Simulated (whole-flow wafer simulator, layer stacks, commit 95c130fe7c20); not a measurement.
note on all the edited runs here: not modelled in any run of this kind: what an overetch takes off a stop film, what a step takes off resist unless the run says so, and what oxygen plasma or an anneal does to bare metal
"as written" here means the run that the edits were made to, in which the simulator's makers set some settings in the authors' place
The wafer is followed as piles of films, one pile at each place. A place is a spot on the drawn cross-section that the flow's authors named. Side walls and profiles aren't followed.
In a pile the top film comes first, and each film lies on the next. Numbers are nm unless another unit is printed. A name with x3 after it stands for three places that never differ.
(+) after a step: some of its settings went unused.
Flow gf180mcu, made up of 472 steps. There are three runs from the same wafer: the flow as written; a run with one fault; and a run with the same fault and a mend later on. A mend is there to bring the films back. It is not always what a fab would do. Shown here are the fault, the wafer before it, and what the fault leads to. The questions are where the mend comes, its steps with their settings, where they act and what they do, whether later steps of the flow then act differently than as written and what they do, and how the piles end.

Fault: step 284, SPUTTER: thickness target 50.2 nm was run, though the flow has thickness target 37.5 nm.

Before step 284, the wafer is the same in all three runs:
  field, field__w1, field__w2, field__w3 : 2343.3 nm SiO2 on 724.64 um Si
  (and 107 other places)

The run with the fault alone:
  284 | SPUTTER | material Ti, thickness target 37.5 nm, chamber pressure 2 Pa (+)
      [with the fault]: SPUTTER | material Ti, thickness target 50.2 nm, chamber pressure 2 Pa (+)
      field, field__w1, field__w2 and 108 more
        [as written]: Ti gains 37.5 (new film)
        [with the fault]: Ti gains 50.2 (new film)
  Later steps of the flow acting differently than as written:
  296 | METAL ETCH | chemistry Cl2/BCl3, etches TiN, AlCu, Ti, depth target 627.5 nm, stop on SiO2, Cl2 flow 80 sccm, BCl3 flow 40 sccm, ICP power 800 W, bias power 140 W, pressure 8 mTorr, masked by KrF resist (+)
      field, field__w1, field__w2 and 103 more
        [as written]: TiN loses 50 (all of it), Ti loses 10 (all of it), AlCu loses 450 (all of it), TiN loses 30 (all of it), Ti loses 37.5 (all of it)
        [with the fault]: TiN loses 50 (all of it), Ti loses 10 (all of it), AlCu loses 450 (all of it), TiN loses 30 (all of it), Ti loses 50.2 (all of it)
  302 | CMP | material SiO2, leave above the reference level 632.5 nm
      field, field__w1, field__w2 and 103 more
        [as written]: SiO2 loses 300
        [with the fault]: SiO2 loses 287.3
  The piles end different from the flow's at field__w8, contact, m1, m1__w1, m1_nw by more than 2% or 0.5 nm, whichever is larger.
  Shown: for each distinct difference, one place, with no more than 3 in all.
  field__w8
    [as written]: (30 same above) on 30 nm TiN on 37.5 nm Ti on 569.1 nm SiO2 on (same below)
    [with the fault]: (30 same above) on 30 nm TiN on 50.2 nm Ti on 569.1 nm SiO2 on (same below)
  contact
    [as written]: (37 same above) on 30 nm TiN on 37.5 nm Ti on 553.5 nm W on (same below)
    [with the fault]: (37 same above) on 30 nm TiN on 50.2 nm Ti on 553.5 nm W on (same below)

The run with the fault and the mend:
  The mend follows step 284.
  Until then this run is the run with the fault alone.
  284a | METAL ETCH | chemistry Cl2/BCl3, etches TiN, AlCu, Ti, depth target 12.7 nm, Cl2 flow 80 sccm, BCl3 flow 40 sccm, ICP power 800 W, bias power 140 W, pressure 8 mTorr (the flow's step 260, run once more with other settings)
      field, field__w1, field__w2 and 108 more
        Ti loses 12.7
  Later steps of the flow that are run all act as written at every place that is followed.
  By the end, the piles equal the flow's at every place that both follow.
